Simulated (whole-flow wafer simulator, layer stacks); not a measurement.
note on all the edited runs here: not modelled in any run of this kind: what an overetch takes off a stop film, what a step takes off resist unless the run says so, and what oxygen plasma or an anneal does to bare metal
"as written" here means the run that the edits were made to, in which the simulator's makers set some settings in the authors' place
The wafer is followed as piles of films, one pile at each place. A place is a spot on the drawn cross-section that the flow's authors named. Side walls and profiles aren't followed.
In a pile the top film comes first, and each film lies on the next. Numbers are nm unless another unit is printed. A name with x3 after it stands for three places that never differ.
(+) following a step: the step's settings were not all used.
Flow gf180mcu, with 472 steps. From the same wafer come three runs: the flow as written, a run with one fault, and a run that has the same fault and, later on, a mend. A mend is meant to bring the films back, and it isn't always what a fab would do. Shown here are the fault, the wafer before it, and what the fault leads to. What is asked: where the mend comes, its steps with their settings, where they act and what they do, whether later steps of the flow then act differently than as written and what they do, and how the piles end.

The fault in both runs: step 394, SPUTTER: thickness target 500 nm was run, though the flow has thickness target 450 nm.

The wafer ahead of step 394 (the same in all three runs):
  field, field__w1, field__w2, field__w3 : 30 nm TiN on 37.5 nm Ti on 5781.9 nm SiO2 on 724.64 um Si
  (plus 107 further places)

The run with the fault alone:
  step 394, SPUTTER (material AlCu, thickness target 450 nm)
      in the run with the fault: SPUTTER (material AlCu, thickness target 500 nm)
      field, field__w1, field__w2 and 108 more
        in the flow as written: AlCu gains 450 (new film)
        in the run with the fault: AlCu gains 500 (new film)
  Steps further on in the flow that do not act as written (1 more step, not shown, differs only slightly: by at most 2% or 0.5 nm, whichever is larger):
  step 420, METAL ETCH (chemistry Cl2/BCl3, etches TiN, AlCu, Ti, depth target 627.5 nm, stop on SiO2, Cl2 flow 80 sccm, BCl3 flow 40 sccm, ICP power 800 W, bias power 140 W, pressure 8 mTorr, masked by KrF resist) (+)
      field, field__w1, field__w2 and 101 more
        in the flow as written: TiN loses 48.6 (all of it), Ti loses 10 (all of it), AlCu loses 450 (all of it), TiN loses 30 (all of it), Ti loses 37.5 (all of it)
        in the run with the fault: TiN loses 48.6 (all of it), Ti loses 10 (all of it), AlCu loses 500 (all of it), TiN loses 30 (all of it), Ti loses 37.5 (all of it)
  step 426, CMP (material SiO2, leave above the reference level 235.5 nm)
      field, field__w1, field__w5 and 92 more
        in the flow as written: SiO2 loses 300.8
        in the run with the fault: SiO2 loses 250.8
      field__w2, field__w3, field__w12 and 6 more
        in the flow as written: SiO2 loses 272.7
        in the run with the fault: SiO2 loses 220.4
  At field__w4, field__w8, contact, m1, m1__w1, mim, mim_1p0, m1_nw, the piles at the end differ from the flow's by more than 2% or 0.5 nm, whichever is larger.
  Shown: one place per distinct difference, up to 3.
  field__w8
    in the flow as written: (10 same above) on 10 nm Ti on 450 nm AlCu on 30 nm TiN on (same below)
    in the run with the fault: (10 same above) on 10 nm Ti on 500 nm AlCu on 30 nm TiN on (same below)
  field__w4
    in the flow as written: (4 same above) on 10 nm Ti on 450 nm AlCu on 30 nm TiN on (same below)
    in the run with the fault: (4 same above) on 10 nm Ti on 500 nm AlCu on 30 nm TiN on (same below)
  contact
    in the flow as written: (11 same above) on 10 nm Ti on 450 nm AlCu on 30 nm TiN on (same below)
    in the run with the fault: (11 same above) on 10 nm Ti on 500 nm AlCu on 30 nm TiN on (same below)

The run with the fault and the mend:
  The mend follows step 394.
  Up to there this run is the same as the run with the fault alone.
  step 394a, METAL ETCH (chemistry Cl2/BCl3, etches TiN, AlCu, Ti, depth target 50 nm, Cl2 flow 80 sccm, BCl3 flow 40 sccm, ICP power 800 W, bias power 140 W, pressure 8 mTorr) (a further turn of the flow's step 260, with different settings)
      field, field__w1, field__w2 and 108 more
        AlCu loses 50
  Later steps of the flow that are run all act as written at every place that is followed.
  At every place that both follow, the piles at the end match the flow's.
